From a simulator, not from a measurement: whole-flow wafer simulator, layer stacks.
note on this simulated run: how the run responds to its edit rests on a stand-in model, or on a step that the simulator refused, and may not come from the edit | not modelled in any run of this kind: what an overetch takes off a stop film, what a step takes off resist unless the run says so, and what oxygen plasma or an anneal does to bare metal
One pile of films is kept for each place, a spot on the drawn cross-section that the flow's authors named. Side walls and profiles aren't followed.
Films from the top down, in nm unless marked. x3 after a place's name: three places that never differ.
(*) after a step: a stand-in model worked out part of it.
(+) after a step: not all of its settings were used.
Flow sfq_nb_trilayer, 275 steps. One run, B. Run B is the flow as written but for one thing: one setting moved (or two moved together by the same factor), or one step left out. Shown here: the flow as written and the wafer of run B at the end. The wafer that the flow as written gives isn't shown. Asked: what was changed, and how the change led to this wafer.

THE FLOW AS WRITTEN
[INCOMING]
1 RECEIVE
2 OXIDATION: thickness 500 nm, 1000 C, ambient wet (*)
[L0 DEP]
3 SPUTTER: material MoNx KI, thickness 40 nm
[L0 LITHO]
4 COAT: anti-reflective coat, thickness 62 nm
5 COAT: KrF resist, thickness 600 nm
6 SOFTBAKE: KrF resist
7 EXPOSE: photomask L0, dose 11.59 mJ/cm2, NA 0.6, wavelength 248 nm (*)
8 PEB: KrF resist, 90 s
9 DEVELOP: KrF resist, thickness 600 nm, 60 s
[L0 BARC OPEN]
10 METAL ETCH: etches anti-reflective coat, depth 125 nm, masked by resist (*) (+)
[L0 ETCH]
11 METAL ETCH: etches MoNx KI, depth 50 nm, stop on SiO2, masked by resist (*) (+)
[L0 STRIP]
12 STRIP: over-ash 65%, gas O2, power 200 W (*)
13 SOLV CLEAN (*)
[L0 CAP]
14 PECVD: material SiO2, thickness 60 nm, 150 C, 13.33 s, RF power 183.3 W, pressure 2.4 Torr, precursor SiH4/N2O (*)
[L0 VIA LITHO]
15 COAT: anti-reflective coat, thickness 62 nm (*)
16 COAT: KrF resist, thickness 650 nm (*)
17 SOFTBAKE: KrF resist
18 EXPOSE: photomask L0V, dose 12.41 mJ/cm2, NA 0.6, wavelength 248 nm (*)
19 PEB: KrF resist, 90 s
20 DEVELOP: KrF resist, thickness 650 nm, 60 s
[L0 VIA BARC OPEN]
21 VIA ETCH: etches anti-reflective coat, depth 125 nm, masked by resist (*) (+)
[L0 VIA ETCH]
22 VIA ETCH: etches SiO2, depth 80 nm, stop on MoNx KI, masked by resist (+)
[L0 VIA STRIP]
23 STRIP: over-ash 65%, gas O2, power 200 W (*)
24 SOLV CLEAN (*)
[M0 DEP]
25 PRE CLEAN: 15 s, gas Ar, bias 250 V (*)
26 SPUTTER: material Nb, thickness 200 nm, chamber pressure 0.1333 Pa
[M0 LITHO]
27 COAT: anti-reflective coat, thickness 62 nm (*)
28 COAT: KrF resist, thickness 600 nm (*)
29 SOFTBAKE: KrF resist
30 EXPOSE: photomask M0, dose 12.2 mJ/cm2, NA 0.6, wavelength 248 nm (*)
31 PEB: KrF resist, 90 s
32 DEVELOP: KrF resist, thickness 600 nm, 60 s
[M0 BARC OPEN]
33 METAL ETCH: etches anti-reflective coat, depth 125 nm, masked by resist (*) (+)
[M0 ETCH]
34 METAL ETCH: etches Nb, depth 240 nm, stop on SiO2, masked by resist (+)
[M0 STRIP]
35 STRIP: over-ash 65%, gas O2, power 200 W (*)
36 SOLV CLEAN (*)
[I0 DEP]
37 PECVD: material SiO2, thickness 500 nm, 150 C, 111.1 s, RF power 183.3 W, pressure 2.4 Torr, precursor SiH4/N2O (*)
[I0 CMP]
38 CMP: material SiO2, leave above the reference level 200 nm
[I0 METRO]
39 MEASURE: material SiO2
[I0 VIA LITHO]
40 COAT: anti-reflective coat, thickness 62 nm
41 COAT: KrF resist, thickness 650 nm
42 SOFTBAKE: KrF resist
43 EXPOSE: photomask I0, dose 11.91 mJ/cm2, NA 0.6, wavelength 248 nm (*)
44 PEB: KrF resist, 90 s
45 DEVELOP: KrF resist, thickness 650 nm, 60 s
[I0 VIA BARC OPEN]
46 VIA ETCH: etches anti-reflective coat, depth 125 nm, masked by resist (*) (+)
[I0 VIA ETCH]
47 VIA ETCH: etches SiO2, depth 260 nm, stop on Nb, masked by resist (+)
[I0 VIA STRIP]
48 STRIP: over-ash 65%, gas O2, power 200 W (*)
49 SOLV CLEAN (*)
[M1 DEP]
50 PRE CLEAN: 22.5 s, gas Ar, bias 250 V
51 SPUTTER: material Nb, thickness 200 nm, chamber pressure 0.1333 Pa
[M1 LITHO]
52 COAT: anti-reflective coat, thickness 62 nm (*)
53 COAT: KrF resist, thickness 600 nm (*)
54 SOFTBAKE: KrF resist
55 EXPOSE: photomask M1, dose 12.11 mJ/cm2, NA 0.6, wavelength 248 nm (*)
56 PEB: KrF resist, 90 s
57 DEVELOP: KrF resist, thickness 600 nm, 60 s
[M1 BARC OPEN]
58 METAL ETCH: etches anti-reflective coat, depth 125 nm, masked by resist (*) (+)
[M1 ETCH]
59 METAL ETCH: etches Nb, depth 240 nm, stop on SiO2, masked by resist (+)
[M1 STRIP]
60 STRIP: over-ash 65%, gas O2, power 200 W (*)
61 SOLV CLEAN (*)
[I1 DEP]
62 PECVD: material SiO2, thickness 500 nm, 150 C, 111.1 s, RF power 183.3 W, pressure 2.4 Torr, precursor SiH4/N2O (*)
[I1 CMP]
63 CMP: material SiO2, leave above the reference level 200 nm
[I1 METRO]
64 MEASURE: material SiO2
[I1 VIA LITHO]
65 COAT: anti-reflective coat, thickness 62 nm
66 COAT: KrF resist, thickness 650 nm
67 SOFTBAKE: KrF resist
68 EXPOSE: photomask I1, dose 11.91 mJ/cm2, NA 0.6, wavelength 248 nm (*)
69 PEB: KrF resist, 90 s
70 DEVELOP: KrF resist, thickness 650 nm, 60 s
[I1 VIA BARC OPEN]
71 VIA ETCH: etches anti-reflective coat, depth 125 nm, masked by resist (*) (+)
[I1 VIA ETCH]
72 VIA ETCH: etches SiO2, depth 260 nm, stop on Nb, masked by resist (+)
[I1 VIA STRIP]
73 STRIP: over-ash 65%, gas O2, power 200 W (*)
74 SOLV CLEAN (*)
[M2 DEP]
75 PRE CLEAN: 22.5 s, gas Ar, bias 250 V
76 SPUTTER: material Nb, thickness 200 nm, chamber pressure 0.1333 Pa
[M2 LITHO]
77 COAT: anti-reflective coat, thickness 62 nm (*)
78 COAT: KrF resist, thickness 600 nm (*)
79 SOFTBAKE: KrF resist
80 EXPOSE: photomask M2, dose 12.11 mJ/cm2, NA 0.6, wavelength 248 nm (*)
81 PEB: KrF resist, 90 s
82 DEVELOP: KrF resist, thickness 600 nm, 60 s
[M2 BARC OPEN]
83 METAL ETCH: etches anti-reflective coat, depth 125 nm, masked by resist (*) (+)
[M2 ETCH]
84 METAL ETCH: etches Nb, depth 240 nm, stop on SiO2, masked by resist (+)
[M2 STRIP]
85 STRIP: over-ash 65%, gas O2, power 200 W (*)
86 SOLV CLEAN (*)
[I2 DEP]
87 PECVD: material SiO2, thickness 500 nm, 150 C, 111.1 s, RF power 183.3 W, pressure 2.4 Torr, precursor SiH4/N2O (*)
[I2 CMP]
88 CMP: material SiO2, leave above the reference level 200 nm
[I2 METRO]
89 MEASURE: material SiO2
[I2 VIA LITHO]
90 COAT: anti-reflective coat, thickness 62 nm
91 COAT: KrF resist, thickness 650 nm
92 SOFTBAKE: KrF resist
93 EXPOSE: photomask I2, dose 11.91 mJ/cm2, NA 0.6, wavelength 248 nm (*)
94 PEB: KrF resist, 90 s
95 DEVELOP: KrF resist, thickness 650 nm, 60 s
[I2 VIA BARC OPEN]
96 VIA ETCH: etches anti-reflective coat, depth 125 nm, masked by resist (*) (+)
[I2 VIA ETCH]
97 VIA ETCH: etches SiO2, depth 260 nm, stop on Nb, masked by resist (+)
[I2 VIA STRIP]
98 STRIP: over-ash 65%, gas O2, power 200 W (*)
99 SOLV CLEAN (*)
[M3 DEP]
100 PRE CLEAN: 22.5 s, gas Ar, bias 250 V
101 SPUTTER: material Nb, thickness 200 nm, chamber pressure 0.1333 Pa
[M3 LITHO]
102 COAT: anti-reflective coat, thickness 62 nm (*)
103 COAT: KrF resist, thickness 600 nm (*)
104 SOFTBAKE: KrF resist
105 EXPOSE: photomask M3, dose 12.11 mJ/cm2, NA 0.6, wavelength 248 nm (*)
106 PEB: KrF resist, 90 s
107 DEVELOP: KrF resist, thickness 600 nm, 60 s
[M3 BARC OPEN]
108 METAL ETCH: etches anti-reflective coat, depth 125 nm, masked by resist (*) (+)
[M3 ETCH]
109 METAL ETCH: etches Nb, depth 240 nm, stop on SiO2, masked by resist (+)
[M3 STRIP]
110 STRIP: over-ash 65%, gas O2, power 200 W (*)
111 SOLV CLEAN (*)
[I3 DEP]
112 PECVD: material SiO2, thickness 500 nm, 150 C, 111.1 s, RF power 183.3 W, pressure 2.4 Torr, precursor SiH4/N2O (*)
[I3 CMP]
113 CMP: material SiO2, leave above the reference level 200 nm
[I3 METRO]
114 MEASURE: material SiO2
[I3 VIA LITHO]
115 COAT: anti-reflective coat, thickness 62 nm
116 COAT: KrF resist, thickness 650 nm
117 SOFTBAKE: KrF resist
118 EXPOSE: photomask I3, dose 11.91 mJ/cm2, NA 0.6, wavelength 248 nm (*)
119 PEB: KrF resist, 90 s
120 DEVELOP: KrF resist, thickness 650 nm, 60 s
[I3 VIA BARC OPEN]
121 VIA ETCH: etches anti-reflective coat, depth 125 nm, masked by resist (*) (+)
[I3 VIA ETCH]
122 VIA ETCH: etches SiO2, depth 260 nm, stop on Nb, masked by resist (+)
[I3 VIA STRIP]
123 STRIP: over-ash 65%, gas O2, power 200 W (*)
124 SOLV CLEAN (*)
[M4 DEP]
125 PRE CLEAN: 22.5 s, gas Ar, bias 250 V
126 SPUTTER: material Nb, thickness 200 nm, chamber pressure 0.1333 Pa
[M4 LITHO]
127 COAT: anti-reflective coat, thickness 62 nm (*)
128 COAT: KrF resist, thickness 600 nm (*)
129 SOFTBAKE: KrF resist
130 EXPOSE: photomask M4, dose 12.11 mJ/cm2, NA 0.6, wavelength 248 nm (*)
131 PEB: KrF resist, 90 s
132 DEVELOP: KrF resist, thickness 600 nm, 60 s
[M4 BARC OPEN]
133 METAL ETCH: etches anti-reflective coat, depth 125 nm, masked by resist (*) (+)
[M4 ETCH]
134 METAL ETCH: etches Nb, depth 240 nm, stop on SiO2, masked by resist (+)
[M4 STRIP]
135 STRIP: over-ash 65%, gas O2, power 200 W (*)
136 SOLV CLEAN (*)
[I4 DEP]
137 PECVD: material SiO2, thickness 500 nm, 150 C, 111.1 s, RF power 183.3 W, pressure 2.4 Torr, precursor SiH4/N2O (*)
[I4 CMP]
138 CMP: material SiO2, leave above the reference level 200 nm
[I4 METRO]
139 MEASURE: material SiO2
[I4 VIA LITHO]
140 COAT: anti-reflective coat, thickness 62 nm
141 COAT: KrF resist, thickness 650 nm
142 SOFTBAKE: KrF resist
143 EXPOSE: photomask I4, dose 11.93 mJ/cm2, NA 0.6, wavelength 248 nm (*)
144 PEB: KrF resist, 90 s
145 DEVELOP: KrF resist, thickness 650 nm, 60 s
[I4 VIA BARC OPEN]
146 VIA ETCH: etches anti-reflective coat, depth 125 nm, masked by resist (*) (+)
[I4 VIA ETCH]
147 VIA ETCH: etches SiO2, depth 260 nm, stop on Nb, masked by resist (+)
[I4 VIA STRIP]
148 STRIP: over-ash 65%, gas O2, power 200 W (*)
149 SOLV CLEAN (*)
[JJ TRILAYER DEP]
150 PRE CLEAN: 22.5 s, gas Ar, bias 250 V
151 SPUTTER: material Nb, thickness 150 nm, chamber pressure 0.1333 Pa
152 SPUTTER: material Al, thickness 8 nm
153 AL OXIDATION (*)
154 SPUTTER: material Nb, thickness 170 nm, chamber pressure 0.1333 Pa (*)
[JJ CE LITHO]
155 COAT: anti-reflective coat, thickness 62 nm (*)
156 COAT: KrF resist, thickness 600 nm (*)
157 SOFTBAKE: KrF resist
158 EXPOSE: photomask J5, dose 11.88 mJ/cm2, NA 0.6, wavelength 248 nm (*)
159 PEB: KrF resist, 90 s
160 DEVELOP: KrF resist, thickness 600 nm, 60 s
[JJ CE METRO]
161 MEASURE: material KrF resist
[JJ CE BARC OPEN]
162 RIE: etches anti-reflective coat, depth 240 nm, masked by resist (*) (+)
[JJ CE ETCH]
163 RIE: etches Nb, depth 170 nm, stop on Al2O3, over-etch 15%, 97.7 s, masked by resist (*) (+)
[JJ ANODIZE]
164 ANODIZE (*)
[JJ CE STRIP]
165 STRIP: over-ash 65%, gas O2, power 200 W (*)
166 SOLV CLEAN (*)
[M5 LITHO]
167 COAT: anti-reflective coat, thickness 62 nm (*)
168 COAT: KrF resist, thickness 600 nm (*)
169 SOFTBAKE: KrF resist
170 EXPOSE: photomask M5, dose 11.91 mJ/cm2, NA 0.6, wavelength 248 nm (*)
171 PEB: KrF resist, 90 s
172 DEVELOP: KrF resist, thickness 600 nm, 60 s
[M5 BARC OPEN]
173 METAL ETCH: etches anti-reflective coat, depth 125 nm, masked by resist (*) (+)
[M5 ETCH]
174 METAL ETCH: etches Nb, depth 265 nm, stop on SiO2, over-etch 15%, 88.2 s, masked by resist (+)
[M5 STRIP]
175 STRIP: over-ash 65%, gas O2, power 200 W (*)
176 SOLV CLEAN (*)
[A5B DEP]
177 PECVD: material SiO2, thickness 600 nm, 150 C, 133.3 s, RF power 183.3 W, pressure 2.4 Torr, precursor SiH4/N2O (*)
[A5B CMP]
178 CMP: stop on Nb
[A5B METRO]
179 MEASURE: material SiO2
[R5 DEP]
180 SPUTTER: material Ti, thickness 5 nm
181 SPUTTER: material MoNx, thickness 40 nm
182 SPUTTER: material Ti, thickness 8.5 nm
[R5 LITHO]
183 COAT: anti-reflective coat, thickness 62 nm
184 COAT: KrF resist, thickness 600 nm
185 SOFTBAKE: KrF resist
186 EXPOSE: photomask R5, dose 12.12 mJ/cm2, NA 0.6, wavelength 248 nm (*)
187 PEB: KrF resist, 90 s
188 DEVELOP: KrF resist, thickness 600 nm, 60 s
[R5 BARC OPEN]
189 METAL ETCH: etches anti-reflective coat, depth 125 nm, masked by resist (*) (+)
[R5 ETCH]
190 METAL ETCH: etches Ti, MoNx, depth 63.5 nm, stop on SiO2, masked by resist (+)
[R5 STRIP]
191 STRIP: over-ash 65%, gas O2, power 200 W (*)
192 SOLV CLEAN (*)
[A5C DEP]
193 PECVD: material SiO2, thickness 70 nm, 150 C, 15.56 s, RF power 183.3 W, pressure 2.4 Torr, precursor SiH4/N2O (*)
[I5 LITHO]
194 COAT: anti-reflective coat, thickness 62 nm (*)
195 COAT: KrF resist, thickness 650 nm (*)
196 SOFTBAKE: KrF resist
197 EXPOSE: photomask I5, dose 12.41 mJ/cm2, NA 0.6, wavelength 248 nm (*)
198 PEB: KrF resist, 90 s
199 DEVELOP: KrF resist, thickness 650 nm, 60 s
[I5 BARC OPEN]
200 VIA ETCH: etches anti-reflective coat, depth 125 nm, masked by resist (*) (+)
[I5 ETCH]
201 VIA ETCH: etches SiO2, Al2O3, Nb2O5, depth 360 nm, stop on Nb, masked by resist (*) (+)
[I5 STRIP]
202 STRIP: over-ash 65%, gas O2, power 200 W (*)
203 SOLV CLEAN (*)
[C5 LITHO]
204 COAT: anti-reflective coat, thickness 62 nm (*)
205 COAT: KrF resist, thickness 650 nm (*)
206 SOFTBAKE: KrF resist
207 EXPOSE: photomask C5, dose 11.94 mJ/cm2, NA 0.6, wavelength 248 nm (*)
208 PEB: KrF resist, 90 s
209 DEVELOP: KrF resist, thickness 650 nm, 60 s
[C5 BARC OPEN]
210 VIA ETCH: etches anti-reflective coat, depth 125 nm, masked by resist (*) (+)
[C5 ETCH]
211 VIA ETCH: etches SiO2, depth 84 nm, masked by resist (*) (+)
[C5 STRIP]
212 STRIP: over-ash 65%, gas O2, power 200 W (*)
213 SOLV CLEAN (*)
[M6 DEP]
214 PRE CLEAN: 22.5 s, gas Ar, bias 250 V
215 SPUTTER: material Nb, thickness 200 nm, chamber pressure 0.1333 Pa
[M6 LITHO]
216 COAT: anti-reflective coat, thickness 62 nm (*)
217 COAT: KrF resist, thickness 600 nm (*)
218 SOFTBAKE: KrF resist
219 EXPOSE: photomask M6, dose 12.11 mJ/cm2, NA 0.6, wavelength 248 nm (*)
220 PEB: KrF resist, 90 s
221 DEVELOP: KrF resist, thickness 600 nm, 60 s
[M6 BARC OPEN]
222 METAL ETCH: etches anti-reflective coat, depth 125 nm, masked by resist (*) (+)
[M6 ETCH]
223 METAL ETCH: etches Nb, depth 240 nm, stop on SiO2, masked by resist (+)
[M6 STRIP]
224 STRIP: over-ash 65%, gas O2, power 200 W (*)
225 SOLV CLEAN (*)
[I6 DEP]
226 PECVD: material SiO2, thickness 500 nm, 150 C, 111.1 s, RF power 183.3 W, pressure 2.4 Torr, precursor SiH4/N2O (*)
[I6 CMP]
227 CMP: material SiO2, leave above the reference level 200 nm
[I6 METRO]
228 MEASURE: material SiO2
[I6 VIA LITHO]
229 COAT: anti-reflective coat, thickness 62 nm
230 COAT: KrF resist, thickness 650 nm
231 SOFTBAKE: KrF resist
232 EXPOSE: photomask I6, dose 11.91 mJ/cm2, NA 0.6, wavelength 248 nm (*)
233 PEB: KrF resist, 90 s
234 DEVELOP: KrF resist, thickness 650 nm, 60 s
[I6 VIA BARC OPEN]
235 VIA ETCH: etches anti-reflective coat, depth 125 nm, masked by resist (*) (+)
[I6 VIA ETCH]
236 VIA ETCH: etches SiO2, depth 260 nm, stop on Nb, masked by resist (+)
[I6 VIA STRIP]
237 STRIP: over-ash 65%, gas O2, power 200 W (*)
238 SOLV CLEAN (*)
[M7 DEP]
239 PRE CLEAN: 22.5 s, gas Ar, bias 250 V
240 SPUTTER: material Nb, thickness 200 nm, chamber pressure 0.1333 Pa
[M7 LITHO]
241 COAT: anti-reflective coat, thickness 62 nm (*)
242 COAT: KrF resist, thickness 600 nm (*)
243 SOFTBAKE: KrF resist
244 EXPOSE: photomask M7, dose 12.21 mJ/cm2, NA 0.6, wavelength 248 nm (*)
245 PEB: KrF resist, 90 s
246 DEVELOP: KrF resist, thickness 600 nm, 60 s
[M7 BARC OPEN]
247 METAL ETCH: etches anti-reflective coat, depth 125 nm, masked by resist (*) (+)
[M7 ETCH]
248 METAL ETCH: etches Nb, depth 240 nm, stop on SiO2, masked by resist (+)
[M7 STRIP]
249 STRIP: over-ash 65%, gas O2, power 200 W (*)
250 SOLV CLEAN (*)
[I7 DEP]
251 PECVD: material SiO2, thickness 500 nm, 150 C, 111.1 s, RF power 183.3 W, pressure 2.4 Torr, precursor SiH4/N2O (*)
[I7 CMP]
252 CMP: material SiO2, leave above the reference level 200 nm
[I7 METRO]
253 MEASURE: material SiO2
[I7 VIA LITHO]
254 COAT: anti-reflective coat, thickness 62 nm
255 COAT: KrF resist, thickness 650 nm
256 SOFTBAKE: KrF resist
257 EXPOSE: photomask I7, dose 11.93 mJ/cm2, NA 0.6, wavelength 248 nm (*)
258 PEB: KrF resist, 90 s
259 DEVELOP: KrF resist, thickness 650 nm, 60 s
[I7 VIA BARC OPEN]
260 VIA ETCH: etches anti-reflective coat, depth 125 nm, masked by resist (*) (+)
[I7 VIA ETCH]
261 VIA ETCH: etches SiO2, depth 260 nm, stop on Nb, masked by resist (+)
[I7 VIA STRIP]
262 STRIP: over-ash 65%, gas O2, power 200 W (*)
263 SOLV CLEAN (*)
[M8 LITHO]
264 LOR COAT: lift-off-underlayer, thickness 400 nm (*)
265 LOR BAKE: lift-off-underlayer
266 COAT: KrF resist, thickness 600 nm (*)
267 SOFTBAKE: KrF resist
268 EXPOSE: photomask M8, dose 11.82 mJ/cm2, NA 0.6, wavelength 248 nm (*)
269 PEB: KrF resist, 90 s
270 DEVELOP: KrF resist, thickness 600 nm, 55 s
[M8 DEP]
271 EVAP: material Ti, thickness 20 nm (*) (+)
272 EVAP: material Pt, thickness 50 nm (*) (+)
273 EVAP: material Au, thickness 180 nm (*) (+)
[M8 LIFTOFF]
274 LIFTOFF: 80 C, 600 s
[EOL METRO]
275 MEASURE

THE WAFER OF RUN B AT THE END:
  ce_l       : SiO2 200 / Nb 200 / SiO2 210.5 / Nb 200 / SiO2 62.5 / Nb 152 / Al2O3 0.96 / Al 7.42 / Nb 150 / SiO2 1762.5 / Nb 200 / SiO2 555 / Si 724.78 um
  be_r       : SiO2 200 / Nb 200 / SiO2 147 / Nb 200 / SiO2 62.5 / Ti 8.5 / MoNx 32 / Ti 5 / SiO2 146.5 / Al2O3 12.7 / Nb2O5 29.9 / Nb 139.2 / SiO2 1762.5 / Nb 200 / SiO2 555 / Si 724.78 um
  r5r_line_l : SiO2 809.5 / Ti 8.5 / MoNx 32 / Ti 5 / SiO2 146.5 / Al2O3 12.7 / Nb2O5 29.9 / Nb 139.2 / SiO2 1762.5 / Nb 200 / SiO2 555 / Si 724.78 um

The cause: step 181, SPUTTER: thickness 32 nm was run, where the flow has thickness 40 nm.
It can be read off the wafer: be_r has MoNx 32, and step 181 as written asks for 40 nm.

How the change led to this, step by step:
  181 SPUTTER: material MoNx, thickness 40 nm
      field_l, v_sur, via_wl and 103 more: MoNx +32 (new film) (as written it would be: MoNx +40 (new film))
  190 METAL ETCH: etches Ti, MoNx, depth 63.5 nm, stop on SiO2, masked by resist (+)
      field_l, v_sur, via_wl and 92 more: Ti -8.5 (all of it), MoNx -32 (all of it), Ti -5 (all of it) (as written it would be: Ti -8.5 (all of it), MoNx -40 (all of it), Ti -5 (all of it))
      ce_l, c5j, ce_r, wl_jj: Ti -8.5 (all of it), MoNx -32 (all of it), Ti -5 (all of it), Nb -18 (as written it would be: Ti -8.5 (all of it), MoNx -40 (all of it), Ti -5 (all of it), Nb -10)
  194 COAT: anti-reflective coat, thickness 62 nm (*)
      wl_j_sl, wl_j_sr: anti-reflective coat +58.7 (new film) (as written it would be: anti-reflective coat +60.2 (new film))
      r5r_spacepad_l, r5r_spacepad_r: anti-reflective coat +80.9 (new film) (as written it would be: anti-reflective coat +84.4 (new film))
      (and at 11 more places)
  202 STRIP: over-ash 65%, gas O2, power 200 W (*)
      wl_j_sl, wl_j_sr: KrF resist -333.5 (all of it), anti-reflective coat -58.7 (all of it) (as written it would be: KrF resist -333.3 (all of it), anti-reflective coat -60.2 (all of it))
      r5r_spacepad_l, r5r_spacepad_r: KrF resist -335.3 (all of it), anti-reflective coat -80.9 (all of it) (as written it would be: KrF resist -335.6 (all of it), anti-reflective coat -84.4 (all of it))
      (and at 11 more places)
  204 COAT: anti-reflective coat, thickness 62 nm (*)
      wl_j_sl, wl_j_sr: anti-reflective coat +58.7 (new film) (as written it would be: anti-reflective coat +60.2 (new film))
      r5r_spacepad_l, r5r_spacepad_r: anti-reflective coat +80.9 (new film) (as written it would be: anti-reflective coat +84.4 (new film))
      (and at 11 more places)
  210 VIA ETCH: etches anti-reflective coat, depth 125 nm, masked by resist (*) (+)
      c5j: anti-reflective coat -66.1 (all of it), SiO2 -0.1 (as written it would be: anti-reflective coat -63.9 (all of it), SiO2 -0.11)
  212 STRIP: over-ash 65%, gas O2, power 200 W (*)
      wl_j_sl, wl_j_sr: KrF resist -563 (all of it), anti-reflective coat -58.7 (all of it) (as written it would be: KrF resist -563.4 (all of it), anti-reflective coat -60.2 (all of it))
      r5r_spacepad_l, r5r_spacepad_r: KrF resist -564.8 (all of it), anti-reflective coat -80.9 (all of it) (as written it would be: KrF resist -565.8 (all of it), anti-reflective coat -84.4 (all of it))
      (and at 10 more places)
  216 COAT: anti-reflective coat, thickness 62 nm (*)
      wl_j_sl, wl_j_sr: anti-reflective coat +58.8 (new film) (as written it would be: anti-reflective coat +60.2 (new film))
      r5r_spacepad_l, r5r_spacepad_r: anti-reflective coat +81.8 (new film) (as written it would be: anti-reflective coat +85.7 (new film))
      (and at 12 more places)
  222 METAL ETCH: etches anti-reflective coat, depth 125 nm, masked by resist (*) (+)
      r5r_spacepad_l, r5r_spacepad_r: anti-reflective coat -81.8 (all of it) (as written it would be: anti-reflective coat -85.7 (all of it))
      r5r_line_c, r5r_line_r: anti-reflective coat -51.3 (all of it) (as written it would be: anti-reflective coat -50 (all of it))
      (and at 2 more places)
  224 STRIP: over-ash 65%, gas O2, power 200 W (*)
      wl_j_sl, wl_j_sr: KrF resist -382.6 (all of it), anti-reflective coat -58.8 (all of it) (as written it would be: KrF resist -382.5 (all of it), anti-reflective coat -60.2 (all of it))
      jj_sur: KrF resist -378 (all of it), anti-reflective coat -54.7 (all of it) (as written it would be: KrF resist -378.5 (all of it), anti-reflective coat -56.1 (all of it))
      (and at 7 more places)
  227 CMP: material SiO2, leave above the reference level 200 nm
      ce_l, ce_r, wl_jj: SiO2 -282 (as written it would be: SiO2 -290)
      be_r, r_sur, r_end: SiO2 -345.5 (as written it would be: SiO2 -353.5)
      (and at 7 more places)
